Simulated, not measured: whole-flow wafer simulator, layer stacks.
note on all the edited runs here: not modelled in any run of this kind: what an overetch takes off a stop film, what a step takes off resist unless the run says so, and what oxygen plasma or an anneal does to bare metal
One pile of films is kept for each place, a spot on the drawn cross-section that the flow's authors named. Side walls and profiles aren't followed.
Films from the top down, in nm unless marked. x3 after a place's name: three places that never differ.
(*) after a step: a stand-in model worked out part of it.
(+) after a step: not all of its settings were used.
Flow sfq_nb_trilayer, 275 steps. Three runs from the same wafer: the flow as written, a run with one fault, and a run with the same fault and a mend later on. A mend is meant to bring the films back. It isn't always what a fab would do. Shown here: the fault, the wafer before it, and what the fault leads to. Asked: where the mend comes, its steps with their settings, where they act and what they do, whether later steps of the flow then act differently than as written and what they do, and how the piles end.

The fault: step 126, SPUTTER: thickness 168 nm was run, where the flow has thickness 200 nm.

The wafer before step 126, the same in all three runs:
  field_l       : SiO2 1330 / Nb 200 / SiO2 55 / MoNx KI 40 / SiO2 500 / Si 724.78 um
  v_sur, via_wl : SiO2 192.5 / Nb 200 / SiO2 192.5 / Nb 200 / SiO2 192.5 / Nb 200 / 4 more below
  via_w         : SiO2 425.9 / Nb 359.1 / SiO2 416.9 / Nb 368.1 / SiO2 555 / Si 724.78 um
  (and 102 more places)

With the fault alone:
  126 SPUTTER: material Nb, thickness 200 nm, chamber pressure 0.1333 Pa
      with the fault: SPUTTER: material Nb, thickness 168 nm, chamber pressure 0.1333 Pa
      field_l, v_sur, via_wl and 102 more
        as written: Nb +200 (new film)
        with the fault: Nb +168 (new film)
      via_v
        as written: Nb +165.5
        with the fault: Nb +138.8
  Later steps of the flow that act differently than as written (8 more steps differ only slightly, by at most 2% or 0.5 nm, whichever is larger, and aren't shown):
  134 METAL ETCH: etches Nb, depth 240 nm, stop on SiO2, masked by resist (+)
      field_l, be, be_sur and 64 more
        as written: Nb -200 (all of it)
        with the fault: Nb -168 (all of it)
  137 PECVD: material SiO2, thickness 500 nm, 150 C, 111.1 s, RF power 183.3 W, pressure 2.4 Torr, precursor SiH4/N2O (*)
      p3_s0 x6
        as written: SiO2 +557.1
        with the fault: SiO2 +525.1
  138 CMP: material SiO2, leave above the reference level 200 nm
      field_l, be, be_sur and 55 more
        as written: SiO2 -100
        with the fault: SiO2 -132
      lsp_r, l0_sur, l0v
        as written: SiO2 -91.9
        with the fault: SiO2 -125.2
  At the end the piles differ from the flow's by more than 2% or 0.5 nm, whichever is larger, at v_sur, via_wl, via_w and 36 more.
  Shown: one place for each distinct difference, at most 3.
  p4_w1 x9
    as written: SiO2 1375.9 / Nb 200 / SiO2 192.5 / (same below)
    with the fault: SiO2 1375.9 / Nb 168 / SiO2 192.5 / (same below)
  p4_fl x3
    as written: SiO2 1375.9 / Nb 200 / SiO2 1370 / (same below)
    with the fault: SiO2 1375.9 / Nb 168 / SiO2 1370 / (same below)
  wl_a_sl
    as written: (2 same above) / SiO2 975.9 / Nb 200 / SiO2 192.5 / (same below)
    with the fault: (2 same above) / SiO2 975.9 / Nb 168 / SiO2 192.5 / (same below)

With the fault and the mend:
  The mend comes after step 126.
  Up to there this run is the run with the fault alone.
  126a SPUTTER: material Nb, thickness 32 nm, chamber pressure 0.1333 Pa (the flow's step 126 once more, with other settings)
      field_l, v_sur, via_wl and 102 more
        Nb +32
      via_v
        Nb +24.4
  No later step of the flow acts differently than as written, at any place that is followed, by more than 2% or 0.5 nm, whichever is larger.
  At the end the piles differ from the flow's only slightly at the places that both follow, by at most 2% or 0.5 nm, whichever is larger.
